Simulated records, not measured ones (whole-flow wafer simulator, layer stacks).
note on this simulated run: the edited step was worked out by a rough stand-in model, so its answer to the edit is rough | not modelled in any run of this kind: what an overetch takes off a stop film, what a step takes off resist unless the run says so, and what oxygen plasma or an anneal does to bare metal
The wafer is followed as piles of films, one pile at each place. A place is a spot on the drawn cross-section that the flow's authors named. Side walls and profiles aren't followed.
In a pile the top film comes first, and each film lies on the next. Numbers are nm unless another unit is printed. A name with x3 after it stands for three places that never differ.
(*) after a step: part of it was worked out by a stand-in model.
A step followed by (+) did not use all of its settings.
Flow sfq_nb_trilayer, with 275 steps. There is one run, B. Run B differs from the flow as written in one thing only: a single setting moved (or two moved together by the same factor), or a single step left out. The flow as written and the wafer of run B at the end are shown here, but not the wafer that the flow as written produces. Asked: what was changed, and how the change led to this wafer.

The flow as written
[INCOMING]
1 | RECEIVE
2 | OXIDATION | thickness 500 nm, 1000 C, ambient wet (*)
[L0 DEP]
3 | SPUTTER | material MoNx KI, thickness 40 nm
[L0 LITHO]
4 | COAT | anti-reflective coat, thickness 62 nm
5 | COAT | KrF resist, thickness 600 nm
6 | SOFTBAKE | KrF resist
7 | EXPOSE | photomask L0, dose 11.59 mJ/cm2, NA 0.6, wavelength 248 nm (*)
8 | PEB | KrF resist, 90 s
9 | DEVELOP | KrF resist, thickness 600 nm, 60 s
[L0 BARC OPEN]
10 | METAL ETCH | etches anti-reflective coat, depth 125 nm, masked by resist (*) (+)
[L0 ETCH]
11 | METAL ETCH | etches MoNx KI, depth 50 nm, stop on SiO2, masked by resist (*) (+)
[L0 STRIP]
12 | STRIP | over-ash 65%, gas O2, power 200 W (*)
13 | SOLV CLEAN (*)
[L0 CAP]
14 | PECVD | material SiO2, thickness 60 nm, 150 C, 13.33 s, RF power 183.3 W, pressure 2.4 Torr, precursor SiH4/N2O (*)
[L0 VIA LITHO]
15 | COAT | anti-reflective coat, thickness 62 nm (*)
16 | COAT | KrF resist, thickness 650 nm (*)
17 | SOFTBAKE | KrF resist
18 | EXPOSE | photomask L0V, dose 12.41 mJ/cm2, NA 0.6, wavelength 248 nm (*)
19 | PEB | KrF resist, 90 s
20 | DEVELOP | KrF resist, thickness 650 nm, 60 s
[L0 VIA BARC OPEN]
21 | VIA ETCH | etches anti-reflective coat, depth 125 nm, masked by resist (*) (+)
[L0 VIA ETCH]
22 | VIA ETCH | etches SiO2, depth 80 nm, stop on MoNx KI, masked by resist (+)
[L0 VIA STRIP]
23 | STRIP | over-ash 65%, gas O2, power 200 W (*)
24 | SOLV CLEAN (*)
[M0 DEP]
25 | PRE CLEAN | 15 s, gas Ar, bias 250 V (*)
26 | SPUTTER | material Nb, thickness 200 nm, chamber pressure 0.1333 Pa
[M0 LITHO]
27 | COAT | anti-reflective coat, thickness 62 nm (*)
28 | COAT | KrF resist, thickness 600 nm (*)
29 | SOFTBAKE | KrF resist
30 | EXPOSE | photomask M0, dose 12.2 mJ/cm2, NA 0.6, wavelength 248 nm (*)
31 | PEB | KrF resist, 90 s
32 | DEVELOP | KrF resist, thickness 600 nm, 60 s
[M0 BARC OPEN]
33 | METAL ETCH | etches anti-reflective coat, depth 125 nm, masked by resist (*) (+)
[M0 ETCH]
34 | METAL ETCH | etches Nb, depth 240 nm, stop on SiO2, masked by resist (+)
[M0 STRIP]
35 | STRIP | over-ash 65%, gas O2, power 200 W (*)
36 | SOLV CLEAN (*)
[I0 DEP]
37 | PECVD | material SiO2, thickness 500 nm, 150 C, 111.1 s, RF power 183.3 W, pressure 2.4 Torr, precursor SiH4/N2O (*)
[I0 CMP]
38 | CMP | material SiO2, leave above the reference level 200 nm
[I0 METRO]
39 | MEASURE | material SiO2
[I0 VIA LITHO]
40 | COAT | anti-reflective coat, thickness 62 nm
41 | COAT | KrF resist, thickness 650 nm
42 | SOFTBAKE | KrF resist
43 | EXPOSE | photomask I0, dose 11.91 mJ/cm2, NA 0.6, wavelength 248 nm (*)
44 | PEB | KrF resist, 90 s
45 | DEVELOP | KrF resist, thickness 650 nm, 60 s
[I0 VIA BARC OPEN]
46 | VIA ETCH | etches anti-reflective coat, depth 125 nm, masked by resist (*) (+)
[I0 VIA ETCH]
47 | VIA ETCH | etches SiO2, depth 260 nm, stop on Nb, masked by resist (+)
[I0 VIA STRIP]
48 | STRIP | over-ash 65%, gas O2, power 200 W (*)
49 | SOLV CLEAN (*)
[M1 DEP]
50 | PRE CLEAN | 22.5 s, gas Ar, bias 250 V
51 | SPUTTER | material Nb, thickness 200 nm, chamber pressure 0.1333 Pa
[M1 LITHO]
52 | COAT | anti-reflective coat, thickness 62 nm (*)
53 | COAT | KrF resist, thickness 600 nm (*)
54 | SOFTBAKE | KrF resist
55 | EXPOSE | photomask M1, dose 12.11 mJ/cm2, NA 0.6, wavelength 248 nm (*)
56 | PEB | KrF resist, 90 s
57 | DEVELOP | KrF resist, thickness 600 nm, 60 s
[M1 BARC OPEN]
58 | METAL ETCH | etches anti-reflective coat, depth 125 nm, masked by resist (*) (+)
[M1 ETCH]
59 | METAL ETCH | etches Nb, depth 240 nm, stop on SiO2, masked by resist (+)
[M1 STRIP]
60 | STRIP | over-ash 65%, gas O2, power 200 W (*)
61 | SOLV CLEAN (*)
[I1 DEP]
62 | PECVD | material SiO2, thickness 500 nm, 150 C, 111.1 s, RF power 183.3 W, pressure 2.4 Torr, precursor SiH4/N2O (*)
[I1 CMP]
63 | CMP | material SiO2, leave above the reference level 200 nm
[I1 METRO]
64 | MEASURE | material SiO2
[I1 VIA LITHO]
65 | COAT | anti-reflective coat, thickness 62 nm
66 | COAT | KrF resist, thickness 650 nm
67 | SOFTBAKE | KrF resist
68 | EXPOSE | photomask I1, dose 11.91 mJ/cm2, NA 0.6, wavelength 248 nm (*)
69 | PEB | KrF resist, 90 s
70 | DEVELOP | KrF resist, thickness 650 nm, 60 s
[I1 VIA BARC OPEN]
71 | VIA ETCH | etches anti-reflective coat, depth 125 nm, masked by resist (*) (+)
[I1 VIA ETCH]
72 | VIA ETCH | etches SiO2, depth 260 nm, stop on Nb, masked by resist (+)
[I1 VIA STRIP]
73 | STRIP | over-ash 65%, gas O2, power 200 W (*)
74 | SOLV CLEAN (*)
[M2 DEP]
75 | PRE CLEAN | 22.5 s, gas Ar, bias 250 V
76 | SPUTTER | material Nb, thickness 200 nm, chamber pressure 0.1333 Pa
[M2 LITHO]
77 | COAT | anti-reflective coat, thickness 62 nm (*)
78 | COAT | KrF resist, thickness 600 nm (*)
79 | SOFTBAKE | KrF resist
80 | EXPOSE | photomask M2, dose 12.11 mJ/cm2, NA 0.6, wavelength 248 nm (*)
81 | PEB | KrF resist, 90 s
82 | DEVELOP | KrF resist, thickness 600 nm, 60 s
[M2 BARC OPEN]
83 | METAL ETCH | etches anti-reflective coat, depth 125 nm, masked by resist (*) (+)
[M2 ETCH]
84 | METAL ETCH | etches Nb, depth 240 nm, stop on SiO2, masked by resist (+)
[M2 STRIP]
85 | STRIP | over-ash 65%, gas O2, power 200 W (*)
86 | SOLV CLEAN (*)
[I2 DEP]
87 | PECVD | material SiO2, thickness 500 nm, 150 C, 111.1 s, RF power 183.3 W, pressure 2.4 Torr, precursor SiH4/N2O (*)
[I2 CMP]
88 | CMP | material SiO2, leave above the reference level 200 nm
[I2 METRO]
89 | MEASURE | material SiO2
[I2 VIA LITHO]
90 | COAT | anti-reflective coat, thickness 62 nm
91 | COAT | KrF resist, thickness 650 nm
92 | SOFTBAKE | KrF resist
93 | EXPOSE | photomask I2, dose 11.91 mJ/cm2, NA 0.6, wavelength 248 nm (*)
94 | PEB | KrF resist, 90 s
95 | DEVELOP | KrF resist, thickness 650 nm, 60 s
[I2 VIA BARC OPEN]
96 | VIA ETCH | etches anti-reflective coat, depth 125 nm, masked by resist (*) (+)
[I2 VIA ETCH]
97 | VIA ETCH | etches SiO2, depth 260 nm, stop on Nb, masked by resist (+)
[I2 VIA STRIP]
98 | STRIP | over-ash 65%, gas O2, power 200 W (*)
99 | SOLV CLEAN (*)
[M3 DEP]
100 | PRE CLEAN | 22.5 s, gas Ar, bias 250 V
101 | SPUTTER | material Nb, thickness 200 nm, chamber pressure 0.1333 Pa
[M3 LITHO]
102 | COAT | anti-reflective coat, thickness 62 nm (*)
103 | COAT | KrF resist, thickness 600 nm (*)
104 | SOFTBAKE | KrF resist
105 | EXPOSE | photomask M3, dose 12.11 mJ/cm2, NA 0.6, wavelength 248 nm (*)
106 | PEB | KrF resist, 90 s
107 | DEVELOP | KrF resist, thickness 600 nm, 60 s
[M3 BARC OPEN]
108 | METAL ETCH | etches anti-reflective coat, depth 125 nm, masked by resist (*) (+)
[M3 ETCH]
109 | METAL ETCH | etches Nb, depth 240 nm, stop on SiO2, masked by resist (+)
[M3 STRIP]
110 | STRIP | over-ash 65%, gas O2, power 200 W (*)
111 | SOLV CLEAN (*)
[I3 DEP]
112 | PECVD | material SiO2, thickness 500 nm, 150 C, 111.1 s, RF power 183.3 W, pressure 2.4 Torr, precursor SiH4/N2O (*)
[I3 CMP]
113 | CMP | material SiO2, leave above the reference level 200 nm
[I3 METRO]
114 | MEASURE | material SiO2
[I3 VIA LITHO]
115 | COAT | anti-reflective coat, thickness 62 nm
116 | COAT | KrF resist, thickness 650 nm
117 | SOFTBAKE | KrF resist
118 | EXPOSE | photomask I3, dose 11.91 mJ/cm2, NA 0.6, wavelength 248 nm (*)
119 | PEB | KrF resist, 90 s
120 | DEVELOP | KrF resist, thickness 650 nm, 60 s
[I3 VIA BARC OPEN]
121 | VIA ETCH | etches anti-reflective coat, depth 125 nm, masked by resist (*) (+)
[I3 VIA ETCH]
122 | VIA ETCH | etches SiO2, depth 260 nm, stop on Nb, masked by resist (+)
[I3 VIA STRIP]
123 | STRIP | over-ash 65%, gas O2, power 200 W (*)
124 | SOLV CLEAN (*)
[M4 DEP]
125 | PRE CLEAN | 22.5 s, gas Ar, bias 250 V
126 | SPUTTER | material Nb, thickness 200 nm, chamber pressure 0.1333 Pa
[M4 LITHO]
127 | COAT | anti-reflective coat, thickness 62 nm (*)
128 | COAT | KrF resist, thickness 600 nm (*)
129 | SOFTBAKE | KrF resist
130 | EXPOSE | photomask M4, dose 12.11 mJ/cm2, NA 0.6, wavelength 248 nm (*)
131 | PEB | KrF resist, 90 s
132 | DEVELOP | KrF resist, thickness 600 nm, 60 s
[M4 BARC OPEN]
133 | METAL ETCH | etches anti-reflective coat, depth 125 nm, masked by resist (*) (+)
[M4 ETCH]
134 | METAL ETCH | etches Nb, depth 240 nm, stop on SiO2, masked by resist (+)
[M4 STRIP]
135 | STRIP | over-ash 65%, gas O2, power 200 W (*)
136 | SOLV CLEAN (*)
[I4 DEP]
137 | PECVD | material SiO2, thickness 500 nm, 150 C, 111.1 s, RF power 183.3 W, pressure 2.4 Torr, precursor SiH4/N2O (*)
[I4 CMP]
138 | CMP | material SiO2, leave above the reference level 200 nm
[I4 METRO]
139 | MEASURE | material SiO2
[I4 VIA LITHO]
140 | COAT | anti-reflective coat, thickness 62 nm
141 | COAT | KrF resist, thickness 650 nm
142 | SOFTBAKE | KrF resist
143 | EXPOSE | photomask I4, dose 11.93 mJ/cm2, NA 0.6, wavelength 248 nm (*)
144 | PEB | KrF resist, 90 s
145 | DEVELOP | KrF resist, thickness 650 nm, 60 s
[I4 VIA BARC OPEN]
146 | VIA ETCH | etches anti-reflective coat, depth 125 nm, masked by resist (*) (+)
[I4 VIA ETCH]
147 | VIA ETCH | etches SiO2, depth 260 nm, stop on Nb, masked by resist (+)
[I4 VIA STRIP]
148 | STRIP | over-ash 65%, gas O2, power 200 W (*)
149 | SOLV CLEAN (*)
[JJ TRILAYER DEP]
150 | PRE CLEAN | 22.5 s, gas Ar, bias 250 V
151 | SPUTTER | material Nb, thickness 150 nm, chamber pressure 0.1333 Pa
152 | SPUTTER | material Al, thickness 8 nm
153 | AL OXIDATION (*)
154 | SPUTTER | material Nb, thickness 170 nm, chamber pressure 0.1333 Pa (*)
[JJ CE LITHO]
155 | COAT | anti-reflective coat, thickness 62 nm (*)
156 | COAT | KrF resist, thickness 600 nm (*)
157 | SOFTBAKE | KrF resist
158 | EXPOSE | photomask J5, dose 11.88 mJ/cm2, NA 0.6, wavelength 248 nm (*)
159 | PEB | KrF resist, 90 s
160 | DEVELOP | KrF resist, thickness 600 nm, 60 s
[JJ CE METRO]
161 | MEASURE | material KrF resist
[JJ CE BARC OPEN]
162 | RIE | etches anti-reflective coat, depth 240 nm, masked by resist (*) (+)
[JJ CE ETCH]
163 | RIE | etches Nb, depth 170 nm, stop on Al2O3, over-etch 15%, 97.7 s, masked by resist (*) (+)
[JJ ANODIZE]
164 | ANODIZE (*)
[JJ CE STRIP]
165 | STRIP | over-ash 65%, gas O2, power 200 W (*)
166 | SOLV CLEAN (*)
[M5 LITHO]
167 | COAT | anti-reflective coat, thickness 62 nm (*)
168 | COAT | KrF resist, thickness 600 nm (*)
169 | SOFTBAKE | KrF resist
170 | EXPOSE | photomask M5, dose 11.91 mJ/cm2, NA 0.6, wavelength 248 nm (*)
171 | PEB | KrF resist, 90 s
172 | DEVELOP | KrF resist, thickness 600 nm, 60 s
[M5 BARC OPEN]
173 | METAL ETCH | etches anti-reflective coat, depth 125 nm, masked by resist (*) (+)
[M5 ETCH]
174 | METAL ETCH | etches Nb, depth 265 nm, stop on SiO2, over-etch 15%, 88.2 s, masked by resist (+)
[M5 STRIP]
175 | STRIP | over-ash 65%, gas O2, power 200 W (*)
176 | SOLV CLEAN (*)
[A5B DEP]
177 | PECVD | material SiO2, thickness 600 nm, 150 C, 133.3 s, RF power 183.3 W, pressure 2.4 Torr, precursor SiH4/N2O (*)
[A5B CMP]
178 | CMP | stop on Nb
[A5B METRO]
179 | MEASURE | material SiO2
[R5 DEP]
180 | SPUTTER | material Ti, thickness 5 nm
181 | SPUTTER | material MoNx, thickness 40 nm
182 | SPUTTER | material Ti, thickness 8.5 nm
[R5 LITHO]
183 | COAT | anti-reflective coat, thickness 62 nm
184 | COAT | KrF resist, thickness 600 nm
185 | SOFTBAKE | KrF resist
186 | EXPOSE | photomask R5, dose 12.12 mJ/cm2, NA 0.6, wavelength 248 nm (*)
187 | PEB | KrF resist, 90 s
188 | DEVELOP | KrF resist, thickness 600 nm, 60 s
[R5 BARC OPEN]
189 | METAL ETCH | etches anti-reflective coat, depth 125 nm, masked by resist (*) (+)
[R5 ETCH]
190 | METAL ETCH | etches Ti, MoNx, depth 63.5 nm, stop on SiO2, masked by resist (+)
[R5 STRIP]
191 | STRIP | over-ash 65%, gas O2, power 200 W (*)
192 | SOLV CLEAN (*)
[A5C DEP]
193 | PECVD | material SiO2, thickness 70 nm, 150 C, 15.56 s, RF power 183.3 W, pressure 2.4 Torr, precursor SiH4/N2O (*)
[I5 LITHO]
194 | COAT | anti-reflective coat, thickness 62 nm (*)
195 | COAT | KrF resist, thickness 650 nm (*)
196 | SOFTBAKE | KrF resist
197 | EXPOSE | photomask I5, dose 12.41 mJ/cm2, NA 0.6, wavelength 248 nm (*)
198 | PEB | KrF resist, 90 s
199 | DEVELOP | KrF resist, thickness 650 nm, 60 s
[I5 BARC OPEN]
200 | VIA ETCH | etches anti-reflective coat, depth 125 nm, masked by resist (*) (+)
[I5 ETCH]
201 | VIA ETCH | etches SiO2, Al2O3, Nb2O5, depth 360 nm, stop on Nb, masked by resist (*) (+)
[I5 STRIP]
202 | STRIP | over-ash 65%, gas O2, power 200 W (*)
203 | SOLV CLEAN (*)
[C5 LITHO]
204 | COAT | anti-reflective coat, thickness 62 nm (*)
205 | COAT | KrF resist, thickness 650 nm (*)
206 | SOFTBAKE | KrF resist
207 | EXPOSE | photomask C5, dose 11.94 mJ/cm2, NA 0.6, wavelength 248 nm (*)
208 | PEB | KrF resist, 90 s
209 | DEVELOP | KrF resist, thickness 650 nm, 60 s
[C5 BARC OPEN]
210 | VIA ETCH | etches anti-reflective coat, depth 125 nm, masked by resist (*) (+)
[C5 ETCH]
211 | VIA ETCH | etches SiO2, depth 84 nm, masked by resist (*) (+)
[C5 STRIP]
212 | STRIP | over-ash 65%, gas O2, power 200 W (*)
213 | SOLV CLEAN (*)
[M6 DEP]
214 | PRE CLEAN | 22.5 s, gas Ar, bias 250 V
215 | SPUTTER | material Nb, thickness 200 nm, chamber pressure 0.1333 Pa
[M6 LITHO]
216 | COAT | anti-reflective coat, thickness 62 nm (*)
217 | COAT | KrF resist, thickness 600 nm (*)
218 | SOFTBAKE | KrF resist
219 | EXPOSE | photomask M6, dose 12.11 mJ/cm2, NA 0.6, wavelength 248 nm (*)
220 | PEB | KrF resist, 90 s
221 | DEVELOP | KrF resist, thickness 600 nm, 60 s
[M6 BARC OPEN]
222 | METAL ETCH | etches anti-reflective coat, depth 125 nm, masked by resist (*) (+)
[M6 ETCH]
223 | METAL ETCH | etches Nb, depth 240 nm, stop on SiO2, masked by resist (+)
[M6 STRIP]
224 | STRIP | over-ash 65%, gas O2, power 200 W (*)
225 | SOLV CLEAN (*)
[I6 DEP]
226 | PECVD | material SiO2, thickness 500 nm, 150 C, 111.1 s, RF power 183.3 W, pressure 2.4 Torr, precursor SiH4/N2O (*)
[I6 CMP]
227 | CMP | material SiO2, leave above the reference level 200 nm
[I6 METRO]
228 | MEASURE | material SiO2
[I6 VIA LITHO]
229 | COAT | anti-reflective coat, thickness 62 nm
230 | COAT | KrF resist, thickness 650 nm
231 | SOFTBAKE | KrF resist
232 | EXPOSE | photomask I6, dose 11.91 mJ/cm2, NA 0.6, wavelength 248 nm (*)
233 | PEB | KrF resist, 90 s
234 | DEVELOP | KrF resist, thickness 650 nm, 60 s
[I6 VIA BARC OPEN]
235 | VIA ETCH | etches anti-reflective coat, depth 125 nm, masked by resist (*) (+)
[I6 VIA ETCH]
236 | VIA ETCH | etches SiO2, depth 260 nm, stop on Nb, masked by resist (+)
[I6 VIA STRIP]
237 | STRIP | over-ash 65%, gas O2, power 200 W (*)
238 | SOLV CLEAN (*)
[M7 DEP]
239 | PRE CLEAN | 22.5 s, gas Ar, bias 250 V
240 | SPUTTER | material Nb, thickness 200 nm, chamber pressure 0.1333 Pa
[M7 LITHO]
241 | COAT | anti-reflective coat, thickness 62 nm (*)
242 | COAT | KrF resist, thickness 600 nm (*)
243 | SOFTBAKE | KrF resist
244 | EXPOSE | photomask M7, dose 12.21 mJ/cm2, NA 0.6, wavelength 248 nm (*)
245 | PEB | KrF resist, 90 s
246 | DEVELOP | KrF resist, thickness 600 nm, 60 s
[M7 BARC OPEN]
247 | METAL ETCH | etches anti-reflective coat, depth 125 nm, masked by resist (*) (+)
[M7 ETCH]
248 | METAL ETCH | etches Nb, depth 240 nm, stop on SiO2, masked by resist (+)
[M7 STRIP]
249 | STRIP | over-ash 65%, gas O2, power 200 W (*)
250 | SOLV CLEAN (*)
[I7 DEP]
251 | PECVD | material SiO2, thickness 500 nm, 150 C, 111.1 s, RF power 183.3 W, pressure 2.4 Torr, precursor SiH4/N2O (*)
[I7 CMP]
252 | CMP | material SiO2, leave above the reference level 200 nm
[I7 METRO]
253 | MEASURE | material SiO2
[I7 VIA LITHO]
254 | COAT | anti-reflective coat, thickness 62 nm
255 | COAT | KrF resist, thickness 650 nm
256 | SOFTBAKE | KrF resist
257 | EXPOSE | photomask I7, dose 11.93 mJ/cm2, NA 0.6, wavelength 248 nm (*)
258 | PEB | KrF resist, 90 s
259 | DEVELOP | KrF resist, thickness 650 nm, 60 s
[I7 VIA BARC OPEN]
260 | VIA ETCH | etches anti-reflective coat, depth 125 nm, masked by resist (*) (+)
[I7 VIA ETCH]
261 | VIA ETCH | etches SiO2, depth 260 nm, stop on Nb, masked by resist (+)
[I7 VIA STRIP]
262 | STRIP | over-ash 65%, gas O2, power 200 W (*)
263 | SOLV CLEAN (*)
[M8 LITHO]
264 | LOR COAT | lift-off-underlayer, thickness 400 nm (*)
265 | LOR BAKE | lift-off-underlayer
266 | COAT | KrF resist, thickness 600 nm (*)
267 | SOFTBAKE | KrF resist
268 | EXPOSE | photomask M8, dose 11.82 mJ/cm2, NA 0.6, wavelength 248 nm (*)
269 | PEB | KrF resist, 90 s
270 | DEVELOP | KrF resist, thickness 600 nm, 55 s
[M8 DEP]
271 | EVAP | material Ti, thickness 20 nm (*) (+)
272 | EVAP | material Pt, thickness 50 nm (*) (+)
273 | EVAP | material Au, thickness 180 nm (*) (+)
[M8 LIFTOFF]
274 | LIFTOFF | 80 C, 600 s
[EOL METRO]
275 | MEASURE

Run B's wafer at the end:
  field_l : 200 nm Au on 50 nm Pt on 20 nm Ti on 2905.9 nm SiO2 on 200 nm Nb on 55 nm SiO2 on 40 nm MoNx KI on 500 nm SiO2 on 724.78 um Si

The reason: step 273, EVAP: thickness 200 nm was run, whereas the flow has thickness 180 nm.
One can read it off the wafer: field_l has Au 200, and step 273 as written asks for 180 nm.

How this came from the change, step by step:
  273 | EVAP | material Au, thickness 180 nm (*) (+)
      field_l, v_sur, via_wl and 103 more: +200 Au (new film) (in the flow as written it would be: +180 Au (new film))
  274 | LIFTOFF | 80 C, 600 s
      p4_fl, p4_fm, p4_w1 and 71 more: -200 Au (all of it), -50 Pt (all of it), -20 Ti (all of it), -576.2 KrF resist (all of it), -400 lift-off-underlayer (all of it) (in the flow as written it would be: -180 Au (all of it), -50 Pt (all of it), -20 Ti (all of it), -576.2 KrF resist (all of it), -400 lift-off-underlayer (all of it))
      c5j, ce_r: -200 Au (all of it), -50 Pt (all of it), -20 Ti (all of it), -573.3 KrF resist (all of it), -399.3 lift-off-underlayer (all of it) (in the flow as written it would be: -180 Au (all of it), -50 Pt (all of it), -20 Ti (all of it), -573.3 KrF resist (all of it), -399.3 lift-off-underlayer (all of it))
      (also at 19 further places)
